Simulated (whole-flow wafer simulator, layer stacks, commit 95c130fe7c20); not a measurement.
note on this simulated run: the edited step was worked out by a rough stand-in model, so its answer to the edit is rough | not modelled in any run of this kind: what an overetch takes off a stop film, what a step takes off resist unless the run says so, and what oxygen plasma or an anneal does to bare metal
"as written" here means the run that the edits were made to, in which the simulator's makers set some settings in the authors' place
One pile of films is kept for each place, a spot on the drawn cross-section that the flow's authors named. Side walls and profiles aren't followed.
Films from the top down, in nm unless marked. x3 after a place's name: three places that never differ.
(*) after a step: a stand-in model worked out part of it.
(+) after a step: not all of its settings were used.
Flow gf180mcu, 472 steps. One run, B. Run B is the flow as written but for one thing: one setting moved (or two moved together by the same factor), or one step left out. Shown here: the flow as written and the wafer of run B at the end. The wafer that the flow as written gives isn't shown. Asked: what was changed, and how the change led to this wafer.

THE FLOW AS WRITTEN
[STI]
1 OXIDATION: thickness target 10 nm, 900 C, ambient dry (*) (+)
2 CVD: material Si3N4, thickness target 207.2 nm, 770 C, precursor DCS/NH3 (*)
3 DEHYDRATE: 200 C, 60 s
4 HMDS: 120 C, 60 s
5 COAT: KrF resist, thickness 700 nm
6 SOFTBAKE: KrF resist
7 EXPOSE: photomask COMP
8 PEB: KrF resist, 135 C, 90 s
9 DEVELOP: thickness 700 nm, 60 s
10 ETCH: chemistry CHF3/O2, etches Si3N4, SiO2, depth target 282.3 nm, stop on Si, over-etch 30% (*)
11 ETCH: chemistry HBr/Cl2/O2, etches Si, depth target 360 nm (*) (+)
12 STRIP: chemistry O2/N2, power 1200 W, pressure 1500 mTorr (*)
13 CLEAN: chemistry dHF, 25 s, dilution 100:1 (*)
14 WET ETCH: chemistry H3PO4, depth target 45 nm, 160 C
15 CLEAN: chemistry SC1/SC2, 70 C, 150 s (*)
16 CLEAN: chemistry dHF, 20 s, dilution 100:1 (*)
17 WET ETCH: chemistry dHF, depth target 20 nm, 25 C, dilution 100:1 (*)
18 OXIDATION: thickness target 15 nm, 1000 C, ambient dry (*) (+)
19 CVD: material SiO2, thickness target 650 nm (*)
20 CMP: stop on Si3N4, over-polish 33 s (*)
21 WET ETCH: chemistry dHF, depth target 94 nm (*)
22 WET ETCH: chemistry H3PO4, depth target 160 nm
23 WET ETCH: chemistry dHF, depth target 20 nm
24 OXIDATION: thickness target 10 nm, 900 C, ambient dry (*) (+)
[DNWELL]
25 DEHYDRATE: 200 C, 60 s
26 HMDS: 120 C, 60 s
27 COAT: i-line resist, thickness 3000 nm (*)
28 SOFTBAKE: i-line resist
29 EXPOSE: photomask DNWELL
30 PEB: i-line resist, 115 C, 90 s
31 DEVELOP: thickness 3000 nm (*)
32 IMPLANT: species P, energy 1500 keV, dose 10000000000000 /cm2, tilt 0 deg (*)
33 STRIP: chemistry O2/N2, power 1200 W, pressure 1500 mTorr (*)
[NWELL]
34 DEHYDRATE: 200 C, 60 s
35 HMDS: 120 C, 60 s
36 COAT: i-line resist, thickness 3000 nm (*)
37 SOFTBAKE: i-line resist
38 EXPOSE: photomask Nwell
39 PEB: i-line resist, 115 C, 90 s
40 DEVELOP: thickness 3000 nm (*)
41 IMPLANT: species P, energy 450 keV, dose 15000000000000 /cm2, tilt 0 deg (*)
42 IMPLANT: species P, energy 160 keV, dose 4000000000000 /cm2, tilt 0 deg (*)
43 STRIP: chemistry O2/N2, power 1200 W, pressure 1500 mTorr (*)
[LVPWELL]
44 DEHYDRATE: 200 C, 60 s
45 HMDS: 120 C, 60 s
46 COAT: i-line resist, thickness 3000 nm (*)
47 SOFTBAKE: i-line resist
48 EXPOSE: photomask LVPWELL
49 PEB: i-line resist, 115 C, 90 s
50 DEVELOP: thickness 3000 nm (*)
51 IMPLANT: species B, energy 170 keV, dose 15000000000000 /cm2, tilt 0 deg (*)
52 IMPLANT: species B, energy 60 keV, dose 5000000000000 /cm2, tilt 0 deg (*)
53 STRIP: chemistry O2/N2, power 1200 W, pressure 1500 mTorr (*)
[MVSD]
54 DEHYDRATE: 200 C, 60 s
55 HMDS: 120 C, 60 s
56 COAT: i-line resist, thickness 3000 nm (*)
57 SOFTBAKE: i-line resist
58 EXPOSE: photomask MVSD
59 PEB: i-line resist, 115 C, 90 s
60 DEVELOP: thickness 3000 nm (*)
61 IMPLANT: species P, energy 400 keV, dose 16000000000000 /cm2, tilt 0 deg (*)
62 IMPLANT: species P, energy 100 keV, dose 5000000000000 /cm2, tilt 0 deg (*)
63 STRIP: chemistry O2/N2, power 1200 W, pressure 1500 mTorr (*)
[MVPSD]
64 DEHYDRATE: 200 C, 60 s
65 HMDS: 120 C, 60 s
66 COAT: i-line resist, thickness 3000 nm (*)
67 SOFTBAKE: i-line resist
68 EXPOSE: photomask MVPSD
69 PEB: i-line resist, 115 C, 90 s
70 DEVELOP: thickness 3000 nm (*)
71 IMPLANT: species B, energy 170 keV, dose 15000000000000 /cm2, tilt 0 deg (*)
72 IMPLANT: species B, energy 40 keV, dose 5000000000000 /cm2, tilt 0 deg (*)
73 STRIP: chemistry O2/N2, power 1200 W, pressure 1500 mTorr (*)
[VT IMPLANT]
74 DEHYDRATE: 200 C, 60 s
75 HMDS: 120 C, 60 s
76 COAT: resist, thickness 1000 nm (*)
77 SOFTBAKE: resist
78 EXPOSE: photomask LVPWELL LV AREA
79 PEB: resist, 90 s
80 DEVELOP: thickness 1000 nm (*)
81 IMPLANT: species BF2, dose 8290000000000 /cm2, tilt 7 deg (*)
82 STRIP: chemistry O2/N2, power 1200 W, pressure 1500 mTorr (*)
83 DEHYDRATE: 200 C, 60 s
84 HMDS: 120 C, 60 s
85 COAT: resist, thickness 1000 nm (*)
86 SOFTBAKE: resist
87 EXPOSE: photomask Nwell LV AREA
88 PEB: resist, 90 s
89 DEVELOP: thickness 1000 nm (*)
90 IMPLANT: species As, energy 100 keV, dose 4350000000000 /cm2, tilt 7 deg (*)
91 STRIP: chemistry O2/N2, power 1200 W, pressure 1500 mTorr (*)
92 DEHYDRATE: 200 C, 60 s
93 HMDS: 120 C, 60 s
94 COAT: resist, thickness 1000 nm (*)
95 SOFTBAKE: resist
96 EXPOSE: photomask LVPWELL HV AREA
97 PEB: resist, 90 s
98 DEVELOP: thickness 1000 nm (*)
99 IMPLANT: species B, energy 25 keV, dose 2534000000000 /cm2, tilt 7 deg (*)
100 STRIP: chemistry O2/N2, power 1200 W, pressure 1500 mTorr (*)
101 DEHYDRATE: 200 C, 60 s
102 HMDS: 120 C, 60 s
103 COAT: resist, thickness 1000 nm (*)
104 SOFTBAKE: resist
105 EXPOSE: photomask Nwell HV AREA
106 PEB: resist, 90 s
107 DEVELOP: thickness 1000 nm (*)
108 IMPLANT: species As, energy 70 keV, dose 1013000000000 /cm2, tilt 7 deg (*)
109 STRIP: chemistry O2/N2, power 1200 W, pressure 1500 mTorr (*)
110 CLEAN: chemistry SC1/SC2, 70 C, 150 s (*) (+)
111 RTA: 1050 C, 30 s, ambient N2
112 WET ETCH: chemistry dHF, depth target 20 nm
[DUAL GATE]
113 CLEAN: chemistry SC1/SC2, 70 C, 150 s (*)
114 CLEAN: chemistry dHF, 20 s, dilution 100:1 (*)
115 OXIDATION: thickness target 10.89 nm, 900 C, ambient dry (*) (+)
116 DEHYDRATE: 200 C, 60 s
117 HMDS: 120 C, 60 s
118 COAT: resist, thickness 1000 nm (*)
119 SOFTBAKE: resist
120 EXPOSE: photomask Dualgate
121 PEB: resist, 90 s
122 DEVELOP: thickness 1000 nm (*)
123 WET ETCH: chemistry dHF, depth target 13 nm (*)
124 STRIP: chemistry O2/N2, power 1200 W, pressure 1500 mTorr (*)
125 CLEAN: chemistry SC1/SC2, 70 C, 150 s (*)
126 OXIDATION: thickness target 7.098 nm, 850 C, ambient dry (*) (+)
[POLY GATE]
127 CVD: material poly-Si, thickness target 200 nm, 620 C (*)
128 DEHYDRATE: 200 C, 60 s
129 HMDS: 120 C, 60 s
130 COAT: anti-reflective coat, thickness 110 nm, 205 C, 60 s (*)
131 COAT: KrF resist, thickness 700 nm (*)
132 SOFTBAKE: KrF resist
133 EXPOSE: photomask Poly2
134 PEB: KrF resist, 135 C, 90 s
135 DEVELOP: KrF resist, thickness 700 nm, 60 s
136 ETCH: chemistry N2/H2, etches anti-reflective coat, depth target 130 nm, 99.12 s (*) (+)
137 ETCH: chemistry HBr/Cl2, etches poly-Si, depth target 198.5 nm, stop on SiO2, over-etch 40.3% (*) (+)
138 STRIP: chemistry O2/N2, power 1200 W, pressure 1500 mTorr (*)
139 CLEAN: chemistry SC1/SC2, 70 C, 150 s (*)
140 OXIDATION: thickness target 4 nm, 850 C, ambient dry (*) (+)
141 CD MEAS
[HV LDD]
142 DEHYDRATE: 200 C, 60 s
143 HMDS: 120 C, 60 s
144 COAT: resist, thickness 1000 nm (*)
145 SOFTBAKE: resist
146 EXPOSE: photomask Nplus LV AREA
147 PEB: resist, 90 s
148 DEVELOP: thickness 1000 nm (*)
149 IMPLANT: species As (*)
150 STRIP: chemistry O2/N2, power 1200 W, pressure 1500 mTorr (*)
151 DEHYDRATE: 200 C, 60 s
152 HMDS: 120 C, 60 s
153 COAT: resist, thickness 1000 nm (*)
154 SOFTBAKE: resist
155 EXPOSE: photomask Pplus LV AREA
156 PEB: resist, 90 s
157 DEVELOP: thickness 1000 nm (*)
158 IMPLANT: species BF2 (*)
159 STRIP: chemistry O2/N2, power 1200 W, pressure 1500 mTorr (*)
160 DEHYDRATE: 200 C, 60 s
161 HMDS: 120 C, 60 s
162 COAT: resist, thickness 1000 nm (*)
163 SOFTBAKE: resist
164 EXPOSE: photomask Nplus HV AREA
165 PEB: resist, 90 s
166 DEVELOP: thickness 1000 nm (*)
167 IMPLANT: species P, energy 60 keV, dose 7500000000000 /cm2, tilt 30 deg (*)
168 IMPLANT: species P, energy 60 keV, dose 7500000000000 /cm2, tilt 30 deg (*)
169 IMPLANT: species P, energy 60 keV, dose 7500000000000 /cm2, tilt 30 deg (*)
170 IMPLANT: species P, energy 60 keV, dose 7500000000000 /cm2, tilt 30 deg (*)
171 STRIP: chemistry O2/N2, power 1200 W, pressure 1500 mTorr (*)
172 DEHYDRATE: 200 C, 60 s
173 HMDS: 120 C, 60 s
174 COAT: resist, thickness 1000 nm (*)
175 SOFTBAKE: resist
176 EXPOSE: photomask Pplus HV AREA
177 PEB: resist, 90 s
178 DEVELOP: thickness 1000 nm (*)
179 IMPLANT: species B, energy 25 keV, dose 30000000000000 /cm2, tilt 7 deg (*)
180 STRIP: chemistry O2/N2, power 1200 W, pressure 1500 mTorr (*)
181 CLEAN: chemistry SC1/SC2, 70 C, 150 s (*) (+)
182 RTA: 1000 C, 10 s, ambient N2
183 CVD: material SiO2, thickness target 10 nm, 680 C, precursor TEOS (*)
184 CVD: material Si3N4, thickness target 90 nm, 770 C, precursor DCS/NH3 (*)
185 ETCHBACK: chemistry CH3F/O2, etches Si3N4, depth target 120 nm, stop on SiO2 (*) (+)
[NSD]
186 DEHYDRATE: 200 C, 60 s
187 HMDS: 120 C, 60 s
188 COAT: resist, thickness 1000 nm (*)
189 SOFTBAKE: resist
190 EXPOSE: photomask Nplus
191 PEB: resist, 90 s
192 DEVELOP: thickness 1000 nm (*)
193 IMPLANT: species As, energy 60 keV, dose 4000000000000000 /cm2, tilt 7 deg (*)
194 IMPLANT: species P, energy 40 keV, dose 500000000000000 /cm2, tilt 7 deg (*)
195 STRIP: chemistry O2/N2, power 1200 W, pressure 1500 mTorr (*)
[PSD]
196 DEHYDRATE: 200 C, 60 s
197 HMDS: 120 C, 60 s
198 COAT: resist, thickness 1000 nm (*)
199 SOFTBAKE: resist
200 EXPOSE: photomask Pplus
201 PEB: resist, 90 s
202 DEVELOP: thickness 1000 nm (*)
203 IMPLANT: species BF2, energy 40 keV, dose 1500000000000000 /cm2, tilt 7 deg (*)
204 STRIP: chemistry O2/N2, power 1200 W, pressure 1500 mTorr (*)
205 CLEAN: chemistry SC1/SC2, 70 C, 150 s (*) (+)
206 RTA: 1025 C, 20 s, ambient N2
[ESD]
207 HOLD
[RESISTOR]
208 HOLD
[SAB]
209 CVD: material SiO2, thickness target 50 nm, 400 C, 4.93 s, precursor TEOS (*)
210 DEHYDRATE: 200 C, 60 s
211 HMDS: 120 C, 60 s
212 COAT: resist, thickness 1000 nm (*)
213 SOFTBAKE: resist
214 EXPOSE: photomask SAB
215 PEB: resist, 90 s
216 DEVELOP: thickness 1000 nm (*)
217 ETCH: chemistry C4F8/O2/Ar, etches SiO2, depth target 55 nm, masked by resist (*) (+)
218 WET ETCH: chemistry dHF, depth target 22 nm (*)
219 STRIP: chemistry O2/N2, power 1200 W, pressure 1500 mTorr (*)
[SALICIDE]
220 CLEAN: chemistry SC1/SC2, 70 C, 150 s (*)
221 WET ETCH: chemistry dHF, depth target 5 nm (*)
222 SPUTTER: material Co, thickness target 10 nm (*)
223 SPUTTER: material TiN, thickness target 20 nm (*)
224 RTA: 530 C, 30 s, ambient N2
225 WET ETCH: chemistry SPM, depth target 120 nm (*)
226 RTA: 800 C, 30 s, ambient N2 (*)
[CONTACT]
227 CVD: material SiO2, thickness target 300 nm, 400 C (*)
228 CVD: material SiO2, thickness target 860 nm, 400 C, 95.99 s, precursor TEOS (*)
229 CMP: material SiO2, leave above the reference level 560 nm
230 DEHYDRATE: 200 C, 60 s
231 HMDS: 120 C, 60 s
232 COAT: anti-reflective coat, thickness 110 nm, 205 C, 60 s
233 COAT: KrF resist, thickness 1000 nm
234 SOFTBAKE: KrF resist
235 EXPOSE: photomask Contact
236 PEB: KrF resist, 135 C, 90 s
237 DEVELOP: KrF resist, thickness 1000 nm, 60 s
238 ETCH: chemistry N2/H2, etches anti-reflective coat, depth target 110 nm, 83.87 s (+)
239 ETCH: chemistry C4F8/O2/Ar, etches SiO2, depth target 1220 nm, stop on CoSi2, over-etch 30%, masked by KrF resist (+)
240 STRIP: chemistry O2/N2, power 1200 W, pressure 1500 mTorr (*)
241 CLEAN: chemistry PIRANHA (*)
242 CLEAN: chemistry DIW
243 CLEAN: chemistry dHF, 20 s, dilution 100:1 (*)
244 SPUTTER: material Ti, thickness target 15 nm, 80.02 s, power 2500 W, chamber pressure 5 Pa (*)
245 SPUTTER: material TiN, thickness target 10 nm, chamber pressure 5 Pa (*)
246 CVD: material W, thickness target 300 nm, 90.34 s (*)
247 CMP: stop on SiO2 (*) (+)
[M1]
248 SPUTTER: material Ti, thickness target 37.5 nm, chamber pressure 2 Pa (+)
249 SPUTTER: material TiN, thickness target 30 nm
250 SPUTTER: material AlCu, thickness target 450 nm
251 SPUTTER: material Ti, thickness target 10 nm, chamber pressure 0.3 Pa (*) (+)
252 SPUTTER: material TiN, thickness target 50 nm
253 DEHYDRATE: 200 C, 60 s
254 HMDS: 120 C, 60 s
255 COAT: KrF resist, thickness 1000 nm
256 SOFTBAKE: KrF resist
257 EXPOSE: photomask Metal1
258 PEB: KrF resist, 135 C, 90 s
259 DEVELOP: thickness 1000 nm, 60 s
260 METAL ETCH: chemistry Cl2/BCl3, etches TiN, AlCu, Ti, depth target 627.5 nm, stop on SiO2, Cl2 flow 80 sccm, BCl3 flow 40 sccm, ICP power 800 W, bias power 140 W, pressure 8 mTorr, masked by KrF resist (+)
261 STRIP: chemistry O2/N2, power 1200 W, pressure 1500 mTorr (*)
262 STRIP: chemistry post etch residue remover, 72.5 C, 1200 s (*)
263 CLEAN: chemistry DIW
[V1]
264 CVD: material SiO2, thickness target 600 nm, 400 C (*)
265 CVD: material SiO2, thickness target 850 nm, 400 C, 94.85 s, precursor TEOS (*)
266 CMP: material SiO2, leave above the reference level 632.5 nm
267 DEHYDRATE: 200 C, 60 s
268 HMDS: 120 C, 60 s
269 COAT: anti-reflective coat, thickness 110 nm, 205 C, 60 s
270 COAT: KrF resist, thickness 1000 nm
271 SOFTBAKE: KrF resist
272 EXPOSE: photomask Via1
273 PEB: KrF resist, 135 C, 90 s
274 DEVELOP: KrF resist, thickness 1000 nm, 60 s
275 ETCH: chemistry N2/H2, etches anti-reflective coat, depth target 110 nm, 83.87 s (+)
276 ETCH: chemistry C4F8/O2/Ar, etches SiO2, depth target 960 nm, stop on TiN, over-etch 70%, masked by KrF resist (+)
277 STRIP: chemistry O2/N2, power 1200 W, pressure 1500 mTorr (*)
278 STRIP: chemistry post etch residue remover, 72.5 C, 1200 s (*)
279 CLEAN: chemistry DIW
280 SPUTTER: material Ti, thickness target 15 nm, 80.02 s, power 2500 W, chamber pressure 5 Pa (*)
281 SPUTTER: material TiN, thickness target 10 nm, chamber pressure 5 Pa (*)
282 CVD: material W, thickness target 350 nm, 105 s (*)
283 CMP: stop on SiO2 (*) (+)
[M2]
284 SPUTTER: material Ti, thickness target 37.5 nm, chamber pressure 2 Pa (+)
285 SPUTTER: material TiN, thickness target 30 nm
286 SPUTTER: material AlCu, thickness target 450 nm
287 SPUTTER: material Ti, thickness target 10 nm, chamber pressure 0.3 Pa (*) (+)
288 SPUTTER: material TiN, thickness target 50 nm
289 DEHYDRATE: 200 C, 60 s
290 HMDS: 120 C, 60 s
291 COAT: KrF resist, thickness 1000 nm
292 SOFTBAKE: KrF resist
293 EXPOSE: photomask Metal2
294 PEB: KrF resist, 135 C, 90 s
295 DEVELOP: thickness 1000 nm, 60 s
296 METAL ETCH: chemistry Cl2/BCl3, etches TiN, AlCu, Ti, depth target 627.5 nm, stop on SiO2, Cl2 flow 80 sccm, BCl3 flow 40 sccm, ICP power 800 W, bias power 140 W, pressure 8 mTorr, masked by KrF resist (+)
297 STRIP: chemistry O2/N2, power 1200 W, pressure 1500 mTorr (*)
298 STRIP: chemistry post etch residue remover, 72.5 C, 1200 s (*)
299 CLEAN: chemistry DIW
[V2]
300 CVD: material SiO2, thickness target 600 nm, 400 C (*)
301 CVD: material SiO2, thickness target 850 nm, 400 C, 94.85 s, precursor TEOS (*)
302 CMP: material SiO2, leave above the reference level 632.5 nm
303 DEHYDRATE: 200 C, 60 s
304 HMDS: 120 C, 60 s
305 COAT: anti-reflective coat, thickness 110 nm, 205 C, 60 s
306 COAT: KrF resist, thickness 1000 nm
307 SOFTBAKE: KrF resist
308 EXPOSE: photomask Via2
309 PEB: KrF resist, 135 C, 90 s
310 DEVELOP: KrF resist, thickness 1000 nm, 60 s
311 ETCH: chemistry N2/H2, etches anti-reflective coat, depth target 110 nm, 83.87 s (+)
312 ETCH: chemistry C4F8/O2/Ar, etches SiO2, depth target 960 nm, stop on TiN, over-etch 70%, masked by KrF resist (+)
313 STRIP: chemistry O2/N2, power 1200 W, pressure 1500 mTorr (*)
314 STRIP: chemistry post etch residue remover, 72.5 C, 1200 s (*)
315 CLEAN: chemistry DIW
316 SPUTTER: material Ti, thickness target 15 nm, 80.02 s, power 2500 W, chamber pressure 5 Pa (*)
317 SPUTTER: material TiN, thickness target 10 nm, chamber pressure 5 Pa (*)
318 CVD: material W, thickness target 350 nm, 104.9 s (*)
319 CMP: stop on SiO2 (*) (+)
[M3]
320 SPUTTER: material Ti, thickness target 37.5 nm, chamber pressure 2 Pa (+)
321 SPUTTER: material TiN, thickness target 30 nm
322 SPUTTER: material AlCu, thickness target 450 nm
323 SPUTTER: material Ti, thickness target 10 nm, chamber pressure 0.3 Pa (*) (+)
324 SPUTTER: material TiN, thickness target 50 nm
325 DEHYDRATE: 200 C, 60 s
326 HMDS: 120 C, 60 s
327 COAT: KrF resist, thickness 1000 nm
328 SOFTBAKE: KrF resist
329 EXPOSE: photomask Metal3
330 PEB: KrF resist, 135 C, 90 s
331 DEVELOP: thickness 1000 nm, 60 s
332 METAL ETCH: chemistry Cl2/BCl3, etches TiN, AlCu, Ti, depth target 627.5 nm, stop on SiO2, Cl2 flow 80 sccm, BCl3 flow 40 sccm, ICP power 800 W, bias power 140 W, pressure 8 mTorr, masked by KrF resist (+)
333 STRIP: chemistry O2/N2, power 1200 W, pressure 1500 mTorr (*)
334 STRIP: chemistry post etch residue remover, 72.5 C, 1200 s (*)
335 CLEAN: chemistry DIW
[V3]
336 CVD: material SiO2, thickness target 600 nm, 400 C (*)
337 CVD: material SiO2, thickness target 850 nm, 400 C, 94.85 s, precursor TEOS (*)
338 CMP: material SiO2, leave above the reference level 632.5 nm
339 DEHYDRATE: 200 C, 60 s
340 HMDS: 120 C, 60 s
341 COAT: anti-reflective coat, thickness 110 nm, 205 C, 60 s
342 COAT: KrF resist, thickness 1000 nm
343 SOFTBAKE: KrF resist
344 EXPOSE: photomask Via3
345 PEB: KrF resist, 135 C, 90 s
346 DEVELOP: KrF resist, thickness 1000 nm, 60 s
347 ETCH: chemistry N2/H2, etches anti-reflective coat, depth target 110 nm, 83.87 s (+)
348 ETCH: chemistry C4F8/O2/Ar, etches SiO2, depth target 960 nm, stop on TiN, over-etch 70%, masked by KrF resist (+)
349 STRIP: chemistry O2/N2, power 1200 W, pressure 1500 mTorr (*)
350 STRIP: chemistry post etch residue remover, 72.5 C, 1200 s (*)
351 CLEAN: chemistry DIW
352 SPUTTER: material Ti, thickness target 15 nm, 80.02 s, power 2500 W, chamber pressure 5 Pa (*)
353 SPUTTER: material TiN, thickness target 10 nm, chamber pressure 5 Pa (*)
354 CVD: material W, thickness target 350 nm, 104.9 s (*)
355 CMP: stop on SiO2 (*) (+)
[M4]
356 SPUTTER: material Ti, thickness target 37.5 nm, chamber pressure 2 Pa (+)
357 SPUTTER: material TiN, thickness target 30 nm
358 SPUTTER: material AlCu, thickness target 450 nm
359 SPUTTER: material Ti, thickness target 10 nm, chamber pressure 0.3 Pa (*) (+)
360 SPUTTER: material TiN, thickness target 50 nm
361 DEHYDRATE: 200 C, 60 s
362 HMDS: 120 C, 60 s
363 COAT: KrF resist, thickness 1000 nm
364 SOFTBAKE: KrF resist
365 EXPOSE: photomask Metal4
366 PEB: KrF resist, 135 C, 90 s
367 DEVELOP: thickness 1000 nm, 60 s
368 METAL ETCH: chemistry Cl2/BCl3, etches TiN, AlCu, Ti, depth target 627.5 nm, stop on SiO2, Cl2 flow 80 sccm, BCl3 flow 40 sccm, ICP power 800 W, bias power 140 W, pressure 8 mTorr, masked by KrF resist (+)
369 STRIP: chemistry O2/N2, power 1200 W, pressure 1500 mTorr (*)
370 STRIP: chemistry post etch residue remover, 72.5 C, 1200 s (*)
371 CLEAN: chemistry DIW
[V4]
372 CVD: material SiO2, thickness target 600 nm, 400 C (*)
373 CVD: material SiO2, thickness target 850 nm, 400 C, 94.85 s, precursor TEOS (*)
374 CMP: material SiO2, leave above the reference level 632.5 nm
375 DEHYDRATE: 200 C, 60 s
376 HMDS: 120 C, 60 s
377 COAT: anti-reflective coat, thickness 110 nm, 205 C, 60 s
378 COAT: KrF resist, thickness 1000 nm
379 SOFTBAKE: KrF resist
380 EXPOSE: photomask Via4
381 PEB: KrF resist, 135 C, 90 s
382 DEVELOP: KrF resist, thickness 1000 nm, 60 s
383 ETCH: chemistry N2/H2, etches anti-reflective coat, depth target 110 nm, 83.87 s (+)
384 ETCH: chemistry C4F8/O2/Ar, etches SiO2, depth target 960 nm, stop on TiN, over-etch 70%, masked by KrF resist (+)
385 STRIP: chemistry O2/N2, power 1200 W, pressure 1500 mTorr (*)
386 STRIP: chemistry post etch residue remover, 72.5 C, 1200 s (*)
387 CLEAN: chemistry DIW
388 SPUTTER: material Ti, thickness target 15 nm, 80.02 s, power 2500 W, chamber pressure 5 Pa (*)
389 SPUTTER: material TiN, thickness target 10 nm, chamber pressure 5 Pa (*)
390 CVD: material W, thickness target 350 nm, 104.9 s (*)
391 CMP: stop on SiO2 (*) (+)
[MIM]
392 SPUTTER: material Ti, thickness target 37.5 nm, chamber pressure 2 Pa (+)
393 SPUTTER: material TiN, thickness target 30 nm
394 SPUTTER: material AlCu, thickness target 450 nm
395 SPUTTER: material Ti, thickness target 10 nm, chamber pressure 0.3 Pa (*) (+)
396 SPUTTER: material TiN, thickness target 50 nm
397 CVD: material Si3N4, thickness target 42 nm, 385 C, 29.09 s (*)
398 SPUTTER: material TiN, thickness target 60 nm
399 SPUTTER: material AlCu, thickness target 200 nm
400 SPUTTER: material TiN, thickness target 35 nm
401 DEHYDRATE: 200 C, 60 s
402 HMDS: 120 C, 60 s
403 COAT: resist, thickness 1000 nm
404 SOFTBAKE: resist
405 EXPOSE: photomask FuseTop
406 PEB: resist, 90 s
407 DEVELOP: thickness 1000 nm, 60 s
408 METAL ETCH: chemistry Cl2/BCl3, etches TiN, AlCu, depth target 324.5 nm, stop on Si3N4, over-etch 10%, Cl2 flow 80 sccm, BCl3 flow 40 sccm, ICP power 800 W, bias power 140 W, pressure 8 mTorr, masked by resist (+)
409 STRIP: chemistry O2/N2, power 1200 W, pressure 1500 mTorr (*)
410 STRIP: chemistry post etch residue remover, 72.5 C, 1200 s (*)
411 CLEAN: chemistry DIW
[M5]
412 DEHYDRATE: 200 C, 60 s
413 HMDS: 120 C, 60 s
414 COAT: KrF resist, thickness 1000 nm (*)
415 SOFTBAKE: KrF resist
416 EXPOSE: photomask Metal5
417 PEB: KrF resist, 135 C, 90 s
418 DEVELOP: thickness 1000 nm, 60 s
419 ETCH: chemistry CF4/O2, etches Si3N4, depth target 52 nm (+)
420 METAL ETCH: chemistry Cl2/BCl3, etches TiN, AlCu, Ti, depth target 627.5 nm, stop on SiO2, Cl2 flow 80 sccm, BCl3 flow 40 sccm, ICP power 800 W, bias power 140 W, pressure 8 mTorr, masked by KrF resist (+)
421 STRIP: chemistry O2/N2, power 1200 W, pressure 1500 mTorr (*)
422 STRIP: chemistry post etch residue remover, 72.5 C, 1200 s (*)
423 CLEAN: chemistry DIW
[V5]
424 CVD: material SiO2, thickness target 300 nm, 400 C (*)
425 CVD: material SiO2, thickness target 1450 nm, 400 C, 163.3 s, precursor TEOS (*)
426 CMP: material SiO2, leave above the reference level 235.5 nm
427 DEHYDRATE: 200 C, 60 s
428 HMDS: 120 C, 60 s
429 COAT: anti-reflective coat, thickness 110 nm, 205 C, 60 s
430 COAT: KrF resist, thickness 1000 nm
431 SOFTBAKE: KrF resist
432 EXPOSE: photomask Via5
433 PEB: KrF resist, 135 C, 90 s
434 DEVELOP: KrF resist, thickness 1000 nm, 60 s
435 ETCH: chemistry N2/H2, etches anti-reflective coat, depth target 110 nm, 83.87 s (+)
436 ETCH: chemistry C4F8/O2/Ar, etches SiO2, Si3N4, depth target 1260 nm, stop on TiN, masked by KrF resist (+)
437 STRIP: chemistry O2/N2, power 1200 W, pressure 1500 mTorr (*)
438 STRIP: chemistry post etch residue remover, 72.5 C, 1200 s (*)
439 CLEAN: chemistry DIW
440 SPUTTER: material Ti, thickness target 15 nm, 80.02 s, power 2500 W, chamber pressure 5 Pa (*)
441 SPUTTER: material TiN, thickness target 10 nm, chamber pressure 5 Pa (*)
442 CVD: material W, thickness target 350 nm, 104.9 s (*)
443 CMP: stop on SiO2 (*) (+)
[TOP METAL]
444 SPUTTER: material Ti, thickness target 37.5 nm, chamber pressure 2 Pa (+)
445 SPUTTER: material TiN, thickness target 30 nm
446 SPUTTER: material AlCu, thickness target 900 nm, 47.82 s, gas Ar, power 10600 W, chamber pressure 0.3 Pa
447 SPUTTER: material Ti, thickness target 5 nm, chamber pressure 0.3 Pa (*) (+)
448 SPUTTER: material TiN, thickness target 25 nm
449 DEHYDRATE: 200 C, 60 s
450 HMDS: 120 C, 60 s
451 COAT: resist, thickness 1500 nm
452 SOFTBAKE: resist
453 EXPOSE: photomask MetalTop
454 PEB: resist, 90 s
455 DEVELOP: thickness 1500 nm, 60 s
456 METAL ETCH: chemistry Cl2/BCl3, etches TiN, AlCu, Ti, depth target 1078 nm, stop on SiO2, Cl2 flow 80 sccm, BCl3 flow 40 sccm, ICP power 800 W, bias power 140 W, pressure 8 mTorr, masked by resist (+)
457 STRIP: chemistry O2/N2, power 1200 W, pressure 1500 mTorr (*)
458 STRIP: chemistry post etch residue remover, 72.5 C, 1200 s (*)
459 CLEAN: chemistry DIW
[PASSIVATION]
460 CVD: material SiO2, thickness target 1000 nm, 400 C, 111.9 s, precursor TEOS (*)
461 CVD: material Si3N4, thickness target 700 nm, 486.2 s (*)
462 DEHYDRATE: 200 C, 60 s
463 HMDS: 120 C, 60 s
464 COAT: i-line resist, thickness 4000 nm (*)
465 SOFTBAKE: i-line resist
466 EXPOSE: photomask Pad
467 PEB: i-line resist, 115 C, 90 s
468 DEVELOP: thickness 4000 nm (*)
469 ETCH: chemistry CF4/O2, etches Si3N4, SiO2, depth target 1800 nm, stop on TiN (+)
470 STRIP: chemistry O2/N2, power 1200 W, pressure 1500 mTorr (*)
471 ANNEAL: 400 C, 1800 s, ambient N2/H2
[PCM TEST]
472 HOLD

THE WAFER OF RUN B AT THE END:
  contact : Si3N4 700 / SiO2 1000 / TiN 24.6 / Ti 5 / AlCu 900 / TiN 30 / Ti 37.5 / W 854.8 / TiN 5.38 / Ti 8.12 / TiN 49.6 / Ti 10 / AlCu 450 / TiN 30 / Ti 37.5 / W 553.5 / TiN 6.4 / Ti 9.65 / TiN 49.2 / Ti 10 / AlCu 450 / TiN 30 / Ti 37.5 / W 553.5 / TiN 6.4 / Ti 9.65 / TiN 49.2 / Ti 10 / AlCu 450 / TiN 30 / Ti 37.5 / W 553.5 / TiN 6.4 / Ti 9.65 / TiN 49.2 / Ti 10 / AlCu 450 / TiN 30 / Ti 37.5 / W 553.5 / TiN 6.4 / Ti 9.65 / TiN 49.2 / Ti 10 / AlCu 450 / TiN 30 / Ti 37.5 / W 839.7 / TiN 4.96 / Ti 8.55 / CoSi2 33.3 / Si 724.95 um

The cause: step 245, SPUTTER: chamber pressure 3.24 Pa was run, where the flow has chamber pressure 5 Pa.

How the change led to this, step by step:
  245 SPUTTER: material TiN, thickness target 10 nm, chamber pressure 5 Pa (*)
      contact: TiN +4.96 (new film) (as written it would be: TiN +5.48 (new film))
